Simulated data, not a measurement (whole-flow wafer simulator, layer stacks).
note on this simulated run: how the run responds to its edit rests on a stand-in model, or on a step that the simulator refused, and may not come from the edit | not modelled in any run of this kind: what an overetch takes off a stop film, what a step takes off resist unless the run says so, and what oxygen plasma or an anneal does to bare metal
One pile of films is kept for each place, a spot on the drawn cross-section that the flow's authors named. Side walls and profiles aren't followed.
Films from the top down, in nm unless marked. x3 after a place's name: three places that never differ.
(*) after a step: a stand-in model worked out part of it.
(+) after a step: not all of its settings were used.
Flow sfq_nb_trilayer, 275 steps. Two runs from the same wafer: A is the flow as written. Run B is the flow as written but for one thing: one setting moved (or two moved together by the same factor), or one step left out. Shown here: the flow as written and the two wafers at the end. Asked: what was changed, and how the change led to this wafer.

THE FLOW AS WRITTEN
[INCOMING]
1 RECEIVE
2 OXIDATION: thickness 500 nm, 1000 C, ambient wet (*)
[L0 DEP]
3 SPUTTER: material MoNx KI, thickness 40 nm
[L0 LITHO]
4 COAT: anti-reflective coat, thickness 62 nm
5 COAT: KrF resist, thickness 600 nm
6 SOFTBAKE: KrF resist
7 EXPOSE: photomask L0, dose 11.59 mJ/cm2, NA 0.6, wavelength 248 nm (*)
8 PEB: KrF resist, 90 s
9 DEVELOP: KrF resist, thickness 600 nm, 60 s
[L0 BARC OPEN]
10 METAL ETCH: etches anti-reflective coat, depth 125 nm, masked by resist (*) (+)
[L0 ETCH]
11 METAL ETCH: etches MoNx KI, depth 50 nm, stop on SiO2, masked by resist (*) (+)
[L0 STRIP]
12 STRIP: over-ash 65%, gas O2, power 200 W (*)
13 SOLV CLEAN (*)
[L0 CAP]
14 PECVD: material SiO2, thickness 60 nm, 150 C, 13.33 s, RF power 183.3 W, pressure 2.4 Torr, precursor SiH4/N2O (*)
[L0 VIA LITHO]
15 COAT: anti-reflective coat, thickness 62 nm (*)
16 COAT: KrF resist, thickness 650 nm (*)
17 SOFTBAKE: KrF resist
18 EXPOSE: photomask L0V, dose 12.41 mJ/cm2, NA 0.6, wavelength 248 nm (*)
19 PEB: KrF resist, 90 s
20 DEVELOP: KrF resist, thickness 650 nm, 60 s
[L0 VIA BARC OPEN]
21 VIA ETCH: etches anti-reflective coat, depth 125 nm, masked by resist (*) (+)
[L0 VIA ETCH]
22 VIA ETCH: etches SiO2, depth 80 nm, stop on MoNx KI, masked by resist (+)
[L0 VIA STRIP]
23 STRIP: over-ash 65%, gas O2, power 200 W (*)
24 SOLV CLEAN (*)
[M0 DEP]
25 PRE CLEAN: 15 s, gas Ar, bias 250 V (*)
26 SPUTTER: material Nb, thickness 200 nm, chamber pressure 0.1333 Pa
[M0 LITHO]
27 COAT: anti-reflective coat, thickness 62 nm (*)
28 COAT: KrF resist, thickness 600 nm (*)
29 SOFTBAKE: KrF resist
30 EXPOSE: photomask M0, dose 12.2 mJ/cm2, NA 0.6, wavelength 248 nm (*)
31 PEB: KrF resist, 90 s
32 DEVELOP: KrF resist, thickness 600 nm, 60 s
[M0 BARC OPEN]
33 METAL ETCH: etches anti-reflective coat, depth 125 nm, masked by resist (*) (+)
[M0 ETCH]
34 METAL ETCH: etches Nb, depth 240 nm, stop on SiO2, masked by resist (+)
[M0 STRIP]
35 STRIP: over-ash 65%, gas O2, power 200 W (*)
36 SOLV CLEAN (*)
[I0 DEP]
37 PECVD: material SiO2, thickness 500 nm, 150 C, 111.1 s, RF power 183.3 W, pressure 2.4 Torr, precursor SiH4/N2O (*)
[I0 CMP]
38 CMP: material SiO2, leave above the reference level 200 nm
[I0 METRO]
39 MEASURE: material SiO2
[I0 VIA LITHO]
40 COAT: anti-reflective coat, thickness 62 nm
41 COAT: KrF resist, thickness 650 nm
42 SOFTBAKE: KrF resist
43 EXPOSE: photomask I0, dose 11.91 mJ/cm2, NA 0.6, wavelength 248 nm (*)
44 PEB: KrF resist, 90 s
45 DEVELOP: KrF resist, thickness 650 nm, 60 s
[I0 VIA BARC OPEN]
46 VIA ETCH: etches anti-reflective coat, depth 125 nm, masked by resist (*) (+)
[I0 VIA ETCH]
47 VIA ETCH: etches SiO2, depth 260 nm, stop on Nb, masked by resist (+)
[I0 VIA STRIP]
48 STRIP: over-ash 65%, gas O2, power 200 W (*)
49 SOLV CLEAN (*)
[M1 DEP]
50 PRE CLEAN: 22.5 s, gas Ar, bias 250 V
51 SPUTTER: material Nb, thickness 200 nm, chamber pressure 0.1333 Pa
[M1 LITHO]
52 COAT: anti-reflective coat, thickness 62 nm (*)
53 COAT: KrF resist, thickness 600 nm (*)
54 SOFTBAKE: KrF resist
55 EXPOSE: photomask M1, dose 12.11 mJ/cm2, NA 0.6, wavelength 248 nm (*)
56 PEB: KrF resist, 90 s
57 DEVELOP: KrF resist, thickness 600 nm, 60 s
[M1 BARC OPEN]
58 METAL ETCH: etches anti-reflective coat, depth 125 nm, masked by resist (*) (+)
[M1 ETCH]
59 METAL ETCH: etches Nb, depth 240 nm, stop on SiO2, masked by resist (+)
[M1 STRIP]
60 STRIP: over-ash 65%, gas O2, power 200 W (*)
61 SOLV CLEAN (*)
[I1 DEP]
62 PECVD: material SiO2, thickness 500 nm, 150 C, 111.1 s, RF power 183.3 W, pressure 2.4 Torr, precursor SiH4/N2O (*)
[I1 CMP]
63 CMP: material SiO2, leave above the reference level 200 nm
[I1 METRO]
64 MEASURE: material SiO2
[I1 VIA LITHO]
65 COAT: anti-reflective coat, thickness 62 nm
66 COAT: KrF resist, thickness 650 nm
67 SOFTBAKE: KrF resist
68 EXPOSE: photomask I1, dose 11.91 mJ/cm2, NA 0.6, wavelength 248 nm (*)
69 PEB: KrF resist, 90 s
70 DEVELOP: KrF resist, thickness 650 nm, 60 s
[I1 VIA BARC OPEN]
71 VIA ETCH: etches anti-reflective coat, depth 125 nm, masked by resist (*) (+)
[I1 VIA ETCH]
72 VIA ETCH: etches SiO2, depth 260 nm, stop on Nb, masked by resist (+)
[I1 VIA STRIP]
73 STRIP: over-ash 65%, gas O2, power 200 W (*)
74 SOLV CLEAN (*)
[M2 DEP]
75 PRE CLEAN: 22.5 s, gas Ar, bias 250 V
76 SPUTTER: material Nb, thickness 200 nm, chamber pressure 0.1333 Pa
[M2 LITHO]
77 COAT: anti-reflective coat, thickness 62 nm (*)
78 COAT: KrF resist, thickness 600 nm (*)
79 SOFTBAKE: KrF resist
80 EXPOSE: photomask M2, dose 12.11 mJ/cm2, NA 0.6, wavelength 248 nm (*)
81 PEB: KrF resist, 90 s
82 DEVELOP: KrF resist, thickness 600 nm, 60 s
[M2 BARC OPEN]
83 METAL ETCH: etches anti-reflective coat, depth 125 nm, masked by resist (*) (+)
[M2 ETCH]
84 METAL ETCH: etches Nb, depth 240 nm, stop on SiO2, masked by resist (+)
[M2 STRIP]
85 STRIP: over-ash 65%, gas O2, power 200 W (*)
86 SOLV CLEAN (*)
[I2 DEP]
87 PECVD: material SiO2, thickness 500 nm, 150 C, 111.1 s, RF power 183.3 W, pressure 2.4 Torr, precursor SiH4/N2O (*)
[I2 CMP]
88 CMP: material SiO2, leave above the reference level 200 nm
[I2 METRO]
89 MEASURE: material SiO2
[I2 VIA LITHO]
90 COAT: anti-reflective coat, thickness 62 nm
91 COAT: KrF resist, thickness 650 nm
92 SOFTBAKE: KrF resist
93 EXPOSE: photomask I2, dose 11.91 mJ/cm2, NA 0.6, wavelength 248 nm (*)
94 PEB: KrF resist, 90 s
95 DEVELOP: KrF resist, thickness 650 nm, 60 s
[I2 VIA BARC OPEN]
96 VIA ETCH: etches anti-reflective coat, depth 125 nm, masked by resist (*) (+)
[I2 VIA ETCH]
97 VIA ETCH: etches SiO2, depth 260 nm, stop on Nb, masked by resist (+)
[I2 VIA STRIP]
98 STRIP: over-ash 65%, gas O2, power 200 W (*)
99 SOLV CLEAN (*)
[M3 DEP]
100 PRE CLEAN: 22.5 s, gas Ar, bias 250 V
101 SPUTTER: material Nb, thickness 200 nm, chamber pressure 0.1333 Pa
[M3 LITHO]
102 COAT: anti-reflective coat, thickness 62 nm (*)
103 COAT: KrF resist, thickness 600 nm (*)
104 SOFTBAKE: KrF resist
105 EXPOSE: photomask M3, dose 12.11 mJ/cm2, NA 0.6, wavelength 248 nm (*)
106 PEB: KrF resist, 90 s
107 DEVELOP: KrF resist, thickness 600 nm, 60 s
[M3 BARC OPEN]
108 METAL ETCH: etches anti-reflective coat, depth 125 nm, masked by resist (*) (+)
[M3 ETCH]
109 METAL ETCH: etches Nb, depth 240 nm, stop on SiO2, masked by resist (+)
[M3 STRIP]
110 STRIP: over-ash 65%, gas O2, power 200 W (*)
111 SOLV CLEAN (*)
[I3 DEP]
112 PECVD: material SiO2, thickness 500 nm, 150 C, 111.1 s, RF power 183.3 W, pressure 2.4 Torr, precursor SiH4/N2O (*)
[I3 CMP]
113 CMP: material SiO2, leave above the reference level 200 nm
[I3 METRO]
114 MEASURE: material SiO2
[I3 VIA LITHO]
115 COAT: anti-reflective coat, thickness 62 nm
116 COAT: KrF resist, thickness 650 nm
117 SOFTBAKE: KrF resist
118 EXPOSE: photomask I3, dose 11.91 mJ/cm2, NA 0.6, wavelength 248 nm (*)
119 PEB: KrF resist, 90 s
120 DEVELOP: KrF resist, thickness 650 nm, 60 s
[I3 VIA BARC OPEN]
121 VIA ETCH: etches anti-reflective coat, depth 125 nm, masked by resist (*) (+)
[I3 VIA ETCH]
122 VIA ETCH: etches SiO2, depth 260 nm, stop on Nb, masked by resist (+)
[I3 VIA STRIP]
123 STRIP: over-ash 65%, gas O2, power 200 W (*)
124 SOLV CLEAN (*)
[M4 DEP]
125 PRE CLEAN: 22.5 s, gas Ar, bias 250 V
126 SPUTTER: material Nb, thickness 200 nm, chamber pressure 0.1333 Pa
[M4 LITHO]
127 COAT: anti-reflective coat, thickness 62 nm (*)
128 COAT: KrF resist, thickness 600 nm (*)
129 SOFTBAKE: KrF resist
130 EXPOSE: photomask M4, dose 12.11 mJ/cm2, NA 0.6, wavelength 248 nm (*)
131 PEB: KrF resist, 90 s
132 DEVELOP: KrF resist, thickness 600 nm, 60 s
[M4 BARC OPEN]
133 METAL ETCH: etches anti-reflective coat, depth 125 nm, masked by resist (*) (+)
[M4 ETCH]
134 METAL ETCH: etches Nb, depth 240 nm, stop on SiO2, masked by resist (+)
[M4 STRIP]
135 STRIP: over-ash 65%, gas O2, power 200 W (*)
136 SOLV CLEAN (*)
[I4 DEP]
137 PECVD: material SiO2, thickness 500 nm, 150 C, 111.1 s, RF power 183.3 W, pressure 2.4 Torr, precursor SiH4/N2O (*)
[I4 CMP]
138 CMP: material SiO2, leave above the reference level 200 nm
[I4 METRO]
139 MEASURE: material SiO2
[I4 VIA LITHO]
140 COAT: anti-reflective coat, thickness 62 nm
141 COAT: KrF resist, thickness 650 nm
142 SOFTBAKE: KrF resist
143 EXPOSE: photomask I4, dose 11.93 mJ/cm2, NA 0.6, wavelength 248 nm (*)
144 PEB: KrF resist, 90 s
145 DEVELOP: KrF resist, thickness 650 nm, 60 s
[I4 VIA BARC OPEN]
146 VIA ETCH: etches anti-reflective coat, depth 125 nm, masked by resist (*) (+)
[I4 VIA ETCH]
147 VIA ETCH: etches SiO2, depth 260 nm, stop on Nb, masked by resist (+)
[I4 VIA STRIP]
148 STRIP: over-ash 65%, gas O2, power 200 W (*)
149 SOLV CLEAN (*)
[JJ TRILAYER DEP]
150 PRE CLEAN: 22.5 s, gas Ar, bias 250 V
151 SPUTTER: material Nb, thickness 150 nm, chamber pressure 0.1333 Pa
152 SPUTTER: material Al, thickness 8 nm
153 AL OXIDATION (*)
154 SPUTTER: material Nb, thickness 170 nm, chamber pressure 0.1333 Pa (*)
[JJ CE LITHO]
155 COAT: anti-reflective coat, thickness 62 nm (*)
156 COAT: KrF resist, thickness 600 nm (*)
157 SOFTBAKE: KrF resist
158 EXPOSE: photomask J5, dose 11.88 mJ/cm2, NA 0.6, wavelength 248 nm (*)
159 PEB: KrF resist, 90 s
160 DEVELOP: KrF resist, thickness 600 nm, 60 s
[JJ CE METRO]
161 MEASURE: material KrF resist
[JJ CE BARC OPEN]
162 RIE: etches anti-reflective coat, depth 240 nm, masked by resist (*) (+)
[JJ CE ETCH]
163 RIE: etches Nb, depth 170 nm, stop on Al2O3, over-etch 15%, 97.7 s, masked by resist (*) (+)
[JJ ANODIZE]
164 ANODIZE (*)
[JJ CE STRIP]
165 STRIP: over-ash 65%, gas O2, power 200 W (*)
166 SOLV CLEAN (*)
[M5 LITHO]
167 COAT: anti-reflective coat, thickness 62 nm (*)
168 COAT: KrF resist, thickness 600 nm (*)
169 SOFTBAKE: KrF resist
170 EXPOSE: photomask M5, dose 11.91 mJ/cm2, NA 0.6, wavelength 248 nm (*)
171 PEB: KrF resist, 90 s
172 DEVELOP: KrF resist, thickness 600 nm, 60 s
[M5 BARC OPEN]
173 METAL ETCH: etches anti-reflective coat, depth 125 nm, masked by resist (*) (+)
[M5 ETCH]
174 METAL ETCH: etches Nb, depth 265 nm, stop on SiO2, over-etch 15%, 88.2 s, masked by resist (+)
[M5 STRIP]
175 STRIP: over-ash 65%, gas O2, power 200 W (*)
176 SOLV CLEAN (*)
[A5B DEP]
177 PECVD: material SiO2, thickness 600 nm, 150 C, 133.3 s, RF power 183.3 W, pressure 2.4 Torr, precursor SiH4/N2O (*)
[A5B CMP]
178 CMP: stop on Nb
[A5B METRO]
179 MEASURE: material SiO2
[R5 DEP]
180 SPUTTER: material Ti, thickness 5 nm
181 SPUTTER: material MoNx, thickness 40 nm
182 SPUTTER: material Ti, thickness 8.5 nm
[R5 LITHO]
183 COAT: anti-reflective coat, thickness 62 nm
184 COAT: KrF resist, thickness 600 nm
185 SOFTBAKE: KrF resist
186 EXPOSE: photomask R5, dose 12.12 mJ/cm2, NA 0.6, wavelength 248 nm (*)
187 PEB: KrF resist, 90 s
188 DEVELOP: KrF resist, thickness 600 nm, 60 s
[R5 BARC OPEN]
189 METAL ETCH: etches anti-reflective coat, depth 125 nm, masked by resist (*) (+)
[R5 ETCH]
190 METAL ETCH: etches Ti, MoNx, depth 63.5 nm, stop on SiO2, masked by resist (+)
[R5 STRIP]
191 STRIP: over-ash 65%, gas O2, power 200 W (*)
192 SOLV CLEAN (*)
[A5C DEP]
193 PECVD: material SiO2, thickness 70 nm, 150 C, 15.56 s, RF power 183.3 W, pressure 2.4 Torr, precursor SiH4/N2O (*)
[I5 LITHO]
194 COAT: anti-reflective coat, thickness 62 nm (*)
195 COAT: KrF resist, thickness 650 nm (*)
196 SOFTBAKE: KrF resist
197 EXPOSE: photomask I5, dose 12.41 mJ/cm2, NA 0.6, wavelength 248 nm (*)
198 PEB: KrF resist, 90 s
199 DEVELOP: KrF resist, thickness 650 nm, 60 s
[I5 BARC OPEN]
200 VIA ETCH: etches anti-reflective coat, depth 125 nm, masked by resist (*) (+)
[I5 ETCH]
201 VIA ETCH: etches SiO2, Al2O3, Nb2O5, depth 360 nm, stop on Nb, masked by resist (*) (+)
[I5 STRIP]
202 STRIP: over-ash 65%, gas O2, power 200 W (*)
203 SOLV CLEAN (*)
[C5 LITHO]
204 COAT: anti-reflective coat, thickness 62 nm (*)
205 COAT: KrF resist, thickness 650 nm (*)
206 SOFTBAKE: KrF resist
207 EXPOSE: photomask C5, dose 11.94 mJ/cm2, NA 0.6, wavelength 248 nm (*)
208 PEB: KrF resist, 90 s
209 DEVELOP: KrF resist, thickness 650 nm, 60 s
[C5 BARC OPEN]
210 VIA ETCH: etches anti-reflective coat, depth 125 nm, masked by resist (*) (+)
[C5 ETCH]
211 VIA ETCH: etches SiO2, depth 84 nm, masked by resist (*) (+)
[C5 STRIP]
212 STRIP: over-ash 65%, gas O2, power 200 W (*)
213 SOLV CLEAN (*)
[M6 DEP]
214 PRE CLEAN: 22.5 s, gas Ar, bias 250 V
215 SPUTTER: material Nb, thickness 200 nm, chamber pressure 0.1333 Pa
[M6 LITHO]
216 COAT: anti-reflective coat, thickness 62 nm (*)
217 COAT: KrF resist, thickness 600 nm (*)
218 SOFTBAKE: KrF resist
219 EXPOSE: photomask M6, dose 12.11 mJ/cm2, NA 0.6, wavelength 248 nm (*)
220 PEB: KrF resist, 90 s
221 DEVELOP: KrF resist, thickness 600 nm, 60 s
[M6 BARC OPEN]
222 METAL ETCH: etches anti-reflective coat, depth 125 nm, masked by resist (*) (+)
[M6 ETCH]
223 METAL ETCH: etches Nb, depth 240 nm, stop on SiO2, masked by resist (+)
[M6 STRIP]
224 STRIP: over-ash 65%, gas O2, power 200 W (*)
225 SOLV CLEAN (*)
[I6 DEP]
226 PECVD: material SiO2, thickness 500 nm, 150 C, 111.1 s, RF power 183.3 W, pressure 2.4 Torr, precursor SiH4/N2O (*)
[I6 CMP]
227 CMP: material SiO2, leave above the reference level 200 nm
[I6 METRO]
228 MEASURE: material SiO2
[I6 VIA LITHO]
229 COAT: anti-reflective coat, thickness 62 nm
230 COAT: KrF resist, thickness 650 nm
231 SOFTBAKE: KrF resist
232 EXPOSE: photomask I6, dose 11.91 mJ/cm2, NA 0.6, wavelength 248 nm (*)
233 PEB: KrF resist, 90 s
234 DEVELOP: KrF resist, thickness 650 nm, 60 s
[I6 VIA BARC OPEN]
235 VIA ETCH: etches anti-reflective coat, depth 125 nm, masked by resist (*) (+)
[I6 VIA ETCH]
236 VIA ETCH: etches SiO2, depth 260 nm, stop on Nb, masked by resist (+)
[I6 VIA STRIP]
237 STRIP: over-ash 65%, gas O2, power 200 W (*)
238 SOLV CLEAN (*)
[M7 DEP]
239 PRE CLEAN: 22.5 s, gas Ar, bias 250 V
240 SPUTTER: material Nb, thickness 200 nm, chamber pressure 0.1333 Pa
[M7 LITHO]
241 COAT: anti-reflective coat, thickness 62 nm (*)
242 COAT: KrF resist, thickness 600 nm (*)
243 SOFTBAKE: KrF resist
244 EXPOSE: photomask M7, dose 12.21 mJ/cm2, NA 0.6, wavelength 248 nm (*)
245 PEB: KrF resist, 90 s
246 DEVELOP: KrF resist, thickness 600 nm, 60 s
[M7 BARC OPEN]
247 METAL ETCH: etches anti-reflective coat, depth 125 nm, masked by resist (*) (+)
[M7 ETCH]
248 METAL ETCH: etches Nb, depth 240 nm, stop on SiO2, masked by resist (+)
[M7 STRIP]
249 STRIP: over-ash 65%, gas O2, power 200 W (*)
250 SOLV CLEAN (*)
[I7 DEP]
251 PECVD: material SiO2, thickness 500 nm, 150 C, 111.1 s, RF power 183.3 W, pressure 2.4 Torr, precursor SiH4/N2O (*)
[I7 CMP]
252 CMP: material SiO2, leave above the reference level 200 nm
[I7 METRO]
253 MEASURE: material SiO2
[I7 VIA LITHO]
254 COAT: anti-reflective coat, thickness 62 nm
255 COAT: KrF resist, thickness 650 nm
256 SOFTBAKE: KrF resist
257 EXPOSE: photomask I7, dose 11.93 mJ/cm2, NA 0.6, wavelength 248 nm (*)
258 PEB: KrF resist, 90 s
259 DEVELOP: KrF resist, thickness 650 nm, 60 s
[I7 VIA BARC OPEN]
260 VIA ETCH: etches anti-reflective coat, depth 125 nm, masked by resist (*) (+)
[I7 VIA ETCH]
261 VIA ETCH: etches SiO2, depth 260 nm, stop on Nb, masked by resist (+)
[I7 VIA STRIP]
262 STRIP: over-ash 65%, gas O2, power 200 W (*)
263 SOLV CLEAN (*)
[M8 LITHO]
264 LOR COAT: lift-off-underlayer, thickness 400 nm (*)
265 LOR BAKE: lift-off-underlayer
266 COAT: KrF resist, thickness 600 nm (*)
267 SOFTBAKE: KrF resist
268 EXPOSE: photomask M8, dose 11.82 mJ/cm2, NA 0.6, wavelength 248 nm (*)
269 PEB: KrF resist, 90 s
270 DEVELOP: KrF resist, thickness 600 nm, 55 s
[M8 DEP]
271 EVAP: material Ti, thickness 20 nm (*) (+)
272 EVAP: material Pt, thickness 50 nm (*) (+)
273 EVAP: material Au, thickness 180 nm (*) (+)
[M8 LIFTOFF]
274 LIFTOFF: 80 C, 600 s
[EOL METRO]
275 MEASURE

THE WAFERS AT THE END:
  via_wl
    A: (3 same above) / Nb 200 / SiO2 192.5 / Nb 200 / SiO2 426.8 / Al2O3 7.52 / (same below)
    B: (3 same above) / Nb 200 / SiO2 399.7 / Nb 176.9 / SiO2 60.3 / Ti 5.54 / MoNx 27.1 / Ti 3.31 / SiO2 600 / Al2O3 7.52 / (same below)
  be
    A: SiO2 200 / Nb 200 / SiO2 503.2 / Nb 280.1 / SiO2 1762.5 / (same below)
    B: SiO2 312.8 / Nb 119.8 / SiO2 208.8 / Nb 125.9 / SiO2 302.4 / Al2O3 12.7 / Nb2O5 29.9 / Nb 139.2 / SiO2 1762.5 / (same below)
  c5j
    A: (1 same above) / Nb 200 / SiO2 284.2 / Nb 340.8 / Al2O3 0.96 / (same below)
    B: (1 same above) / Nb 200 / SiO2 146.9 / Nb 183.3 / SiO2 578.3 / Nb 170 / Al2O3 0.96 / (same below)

The cause: step 178, CMP: stop on Nb, was left out.

How the change led to this, step by step:
  180 SPUTTER: material Ti, thickness 5 nm
      via_wl, via_wr: A Ti +5 (new film) | B Ti +3.31 (new film)
      r_sur: A Ti +5 (new film) | B Ti +4.05 (new film)
      (and at 1 more place)
  181 SPUTTER: material MoNx, thickness 40 nm
      lsp_m, ln_m6, lsp_r, l0_sur, l0v: A MoNx +40 (new film) | B MoNx +38.6 (new film)
      via_wl, via_wr: A MoNx +40 (new film) | B MoNx +27.1 (new film)
      (and at 3 more places)
  182 SPUTTER: material Ti, thickness 8.5 nm
      via_wl, via_wr: A Ti +8.5 (new film) | B Ti +5.54 (new film)
      via_w: A Ti +8.5 (new film) | B Ti +7.8 (new film)
      (and at 2 more places)
  183 COAT: anti-reflective coat, thickness 62 nm
      p3_l2, p3_s3, p3_l4, p3_s4: A anti-reflective coat +62 (new film) | B anti-reflective coat +64.5 (new film)
      be, be_sur: A anti-reflective coat +62 (new film) | B anti-reflective coat +51.8 (new film)
      (and at 68 more places)
  184 COAT: KrF resist, thickness 600 nm
      m5r_line_l, m5r_line_r: A KrF resist +600 (new film) | B KrF resist +526.1 (new film)
      m5r_space_l, m5r_space_r: A KrF resist +600 (new film) | B KrF resist +653.2 (new film)
      (and at 60 more places)
  188 DEVELOP: KrF resist, thickness 600 nm, 60 s
      m5r_line_l, m5r_line_r: A KrF resist -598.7 (all of it) | B KrF resist -525 (all of it)
      m5r_space_l, m5r_space_r: A KrF resist -598.7 (all of it) | B KrF resist -651.8 (all of it)
      (and at 56 more places)
  189 METAL ETCH: etches anti-reflective coat, depth 125 nm, masked by resist (*) (+)
      via_wl, via_wr: A anti-reflective coat -62 (all of it) | B anti-reflective coat -125
      be_r, r_sur, res, r_end, r5r_line_l, r5r_line_c, r5r_line_r: A KrF resist -51.7 | B KrF resist -69.4
      (and at 68 more places)
  190 METAL ETCH: etches Ti, MoNx, depth 63.5 nm, stop on SiO2, masked by resist (+)
      ce_l, c5j, ce_r, wl_jj: A Ti -8.5 (all of it), MoNx -40 (all of it), Ti -5 (all of it), Nb -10 | B Ti -8.5 (all of it), MoNx -40 (all of it), Ti -5 (all of it)
      via_wl, via_wr: A Ti -8.5 (all of it), MoNx -40 (all of it), Ti -5 (all of it) | B anti-reflective coat -63.5
      (and at 7 more places)
  191 STRIP: over-ash 65%, gas O2, power 200 W (*)
      via_wl: A nothing | B anti-reflective coat -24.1 (all of it)
      via_wr: A nothing | B anti-reflective coat -24.4 (all of it)
      (and at 7 more places)
  193 PECVD: material SiO2, thickness 70 nm, 150 C, 15.56 s, RF power 183.3 W, pressure 2.4 Torr, precursor SiH4/N2O (*)
      ce_l, c5j, ce_r, wl_jj: A SiO2 +70 (new film) | B SiO2 +70
      via_wl, via_wr: A SiO2 +70 | B SiO2 +67.8 (new film)
      (and at 2 more places)
  194 COAT: anti-reflective coat, thickness 62 nm (*)
      p3_l2, p3_s3, p3_l4, p3_s4: A anti-reflective coat +62 (new film) | B anti-reflective coat +64.7 (new film)
      be, be_sur: A anti-reflective coat +62.4 (new film) | B anti-reflective coat +52.4 (new film)
      (and at 69 more places)
  195 COAT: KrF resist, thickness 650 nm (*)
      wl_c_sr, wl_d_sl: A KrF resist +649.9 (new film) | B KrF resist +666.4 (new film)
      m5r_line_l, m5r_line_r: A KrF resist +650 (new film) | B KrF resist +580.8 (new film)
      (and at 58 more places)
  199 DEVELOP: KrF resist, thickness 650 nm, 60 s
      be: A KrF resist -649.8 (all of it) | B KrF resist -614.4 (all of it)
  200 VIA ETCH: etches anti-reflective coat, depth 125 nm, masked by resist (*) (+)
      field_l, v_sur, via_wl and 102 more: A KrF resist -52 | B KrF resist -43.6
      be: A anti-reflective coat -62.4 (all of it), SiO2 -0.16 | B anti-reflective coat -52.4 (all of it), SiO2 -0.13
  201 VIA ETCH: etches SiO2, Al2O3, Nb2O5, depth 360 nm, stop on Nb, masked by resist (*) (+)
      be: A SiO2 -216.4 (all of it), Al2O3 -12.7 (all of it), Nb2O5 -29.9 (all of it) | B SiO2 -360
  202 STRIP: over-ash 65%, gas O2, power 200 W (*)
      l0r_line_l, l0r_line_c, l0r_space_c and 17 more: A KrF resist -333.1 (all of it), anti-reflective coat -62 (all of it) | B KrF resist -341.5 (all of it), anti-reflective coat -62 (all of it)
      p3_s3, p3_l4, p3_s4: A KrF resist -333.1 (all of it), anti-reflective coat -62 (all of it) | B KrF resist -347.9 (all of it), anti-reflective coat -64.7 (all of it)
      (and at 82 more places)
  ... 39 more steps ...
  274 LIFTOFF: 80 C, 600 s
      be: A Au -180 (all of it), Pt -50 (all of it), Ti -20 (all of it), KrF resist -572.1 (all of it), lift-off-underlayer -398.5 (all of it) | B Au -180 (all of it), Pt -50 (all of it), Ti -20 (all of it), KrF resist -613.5 (all of it), lift-off-underlayer -720.6 (all of it)
      be_sur: A Au -180 (all of it), Pt -50 (all of it), Ti -20 (all of it), KrF resist -572.6 (all of it), lift-off-underlayer -398.9 (all of it) | B Au -180 (all of it), Pt -50 (all of it), Ti -20 (all of it), KrF resist -587 (all of it), lift-off-underlayer -366.1 (all of it)
      (and at 5 more places)
Counting metal films that touch as one body, via_wl has 8 bodies (between them, from the top down: SiO2 399.7; SiO2 60.3; SiO2 600 / Al2O3 7.52 / Nb2O5 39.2; SiO2 192.5; SiO2 192.5; SiO2 192.5; SiO2 192.5); the flow as written gives 7 bodies (between them, from the top down: SiO2 192.5; SiO2 426.8 / Al2O3 7.52 / Nb2O5 39.2; SiO2 192.5; SiO2 192.5; SiO2 192.5; SiO2 192.5).
Counting metal films that touch as one body, be has 4 bodies (between them, from the top down: SiO2 208.8; SiO2 302.4 / Al2O3 12.7 / Nb2O5 29.9; SiO2 1762.5); the flow as written gives 3 bodies (between them, from the top down: SiO2 503.2; SiO2 1762.5).
Counting metal films that touch as one body, c5j has 5 bodies (between them, from the top down: SiO2 146.9; SiO2 578.3; Al2O3 0.96; SiO2 1762.5); the flow as written gives 4 bodies (between them, from the top down: SiO2 284.2; Al2O3 0.96; SiO2 1762.5).
